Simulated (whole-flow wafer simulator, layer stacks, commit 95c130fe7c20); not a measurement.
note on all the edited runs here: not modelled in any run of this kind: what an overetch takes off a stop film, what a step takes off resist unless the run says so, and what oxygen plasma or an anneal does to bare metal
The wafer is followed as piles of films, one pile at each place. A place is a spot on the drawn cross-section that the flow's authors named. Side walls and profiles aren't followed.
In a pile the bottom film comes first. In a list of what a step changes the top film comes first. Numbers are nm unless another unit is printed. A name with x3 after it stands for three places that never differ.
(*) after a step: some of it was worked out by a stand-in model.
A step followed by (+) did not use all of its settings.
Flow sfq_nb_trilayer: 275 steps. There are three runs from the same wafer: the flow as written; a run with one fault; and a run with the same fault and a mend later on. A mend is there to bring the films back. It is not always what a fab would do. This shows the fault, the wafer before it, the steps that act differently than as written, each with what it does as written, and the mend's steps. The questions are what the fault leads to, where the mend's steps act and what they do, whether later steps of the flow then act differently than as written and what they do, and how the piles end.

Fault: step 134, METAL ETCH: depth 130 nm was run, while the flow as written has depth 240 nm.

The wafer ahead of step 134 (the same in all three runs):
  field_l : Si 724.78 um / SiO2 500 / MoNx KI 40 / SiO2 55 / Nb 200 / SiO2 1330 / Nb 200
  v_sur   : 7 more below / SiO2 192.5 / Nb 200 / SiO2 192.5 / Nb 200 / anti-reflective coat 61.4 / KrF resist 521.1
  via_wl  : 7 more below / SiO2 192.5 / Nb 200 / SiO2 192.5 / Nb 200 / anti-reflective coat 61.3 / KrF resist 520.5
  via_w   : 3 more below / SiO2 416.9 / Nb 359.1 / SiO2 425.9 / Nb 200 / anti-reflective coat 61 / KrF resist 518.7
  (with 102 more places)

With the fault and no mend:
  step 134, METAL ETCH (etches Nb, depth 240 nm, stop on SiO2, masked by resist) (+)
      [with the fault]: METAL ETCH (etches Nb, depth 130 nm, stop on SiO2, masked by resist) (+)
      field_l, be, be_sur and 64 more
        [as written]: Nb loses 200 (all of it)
        [with the fault]: Nb loses 130
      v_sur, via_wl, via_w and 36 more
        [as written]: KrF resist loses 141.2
        [with the fault]: KrF resist loses 76.5
  Steps further on in the flow that do not act as written:
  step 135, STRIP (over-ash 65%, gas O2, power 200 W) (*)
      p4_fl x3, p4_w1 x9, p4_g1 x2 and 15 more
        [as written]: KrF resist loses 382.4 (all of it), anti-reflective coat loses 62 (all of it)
        [with the fault]: KrF resist loses 447.1 (all of it), anti-reflective coat loses 62 (all of it)
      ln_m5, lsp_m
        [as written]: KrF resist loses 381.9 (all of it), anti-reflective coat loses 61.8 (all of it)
        [with the fault]: KrF resist loses 446.6 (all of it), anti-reflective coat loses 61.8 (all of it)
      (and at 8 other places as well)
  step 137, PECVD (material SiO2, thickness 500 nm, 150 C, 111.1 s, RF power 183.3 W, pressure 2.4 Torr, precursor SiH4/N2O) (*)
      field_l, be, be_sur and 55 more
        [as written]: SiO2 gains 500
        [with the fault]: SiO2 gains 500 (new film)
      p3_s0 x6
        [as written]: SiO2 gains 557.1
        [with the fault]: SiO2 gains 500 (new film)
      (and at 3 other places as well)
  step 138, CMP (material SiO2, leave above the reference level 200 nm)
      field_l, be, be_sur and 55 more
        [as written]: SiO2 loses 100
        [with the fault]: SiO2 loses 170
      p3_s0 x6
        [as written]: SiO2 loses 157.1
        [with the fault]: SiO2 loses 170
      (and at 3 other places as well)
  At field_l, be, be_sur and 64 more, the piles at the end differ from the flow's by more than 2% or 0.5 nm, whichever is larger.
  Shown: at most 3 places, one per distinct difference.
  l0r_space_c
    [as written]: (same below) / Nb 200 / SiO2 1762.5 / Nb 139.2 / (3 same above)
    [with the fault]: (same below) / Nb 200 / SiO2 1370 / Nb 70 / SiO2 322.5 / Nb 139.2 / (3 same above)
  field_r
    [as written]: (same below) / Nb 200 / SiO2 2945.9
    [with the fault]: (same below) / Nb 200 / SiO2 1370 / Nb 70 / SiO2 1505.9
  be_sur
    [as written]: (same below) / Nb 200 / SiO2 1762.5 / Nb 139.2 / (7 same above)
    [with the fault]: (same below) / Nb 200 / SiO2 1370 / Nb 70 / SiO2 322.5 / Nb 139.2 / (7 same above)

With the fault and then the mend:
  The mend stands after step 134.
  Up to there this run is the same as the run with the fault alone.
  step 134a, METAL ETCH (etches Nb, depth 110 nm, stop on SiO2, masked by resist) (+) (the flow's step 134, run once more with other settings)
      field_l, be, be_sur and 64 more
        Nb loses 70 (all of it)
      v_sur, via_wl, via_w and 36 more
        KrF resist loses 61.8
  None of the later steps of the flow differs from how it acts as written, at any place that is followed, by more than 2% or 0.5 nm, whichever is larger.
  By the end, the piles equal the flow's at every place that both follow.
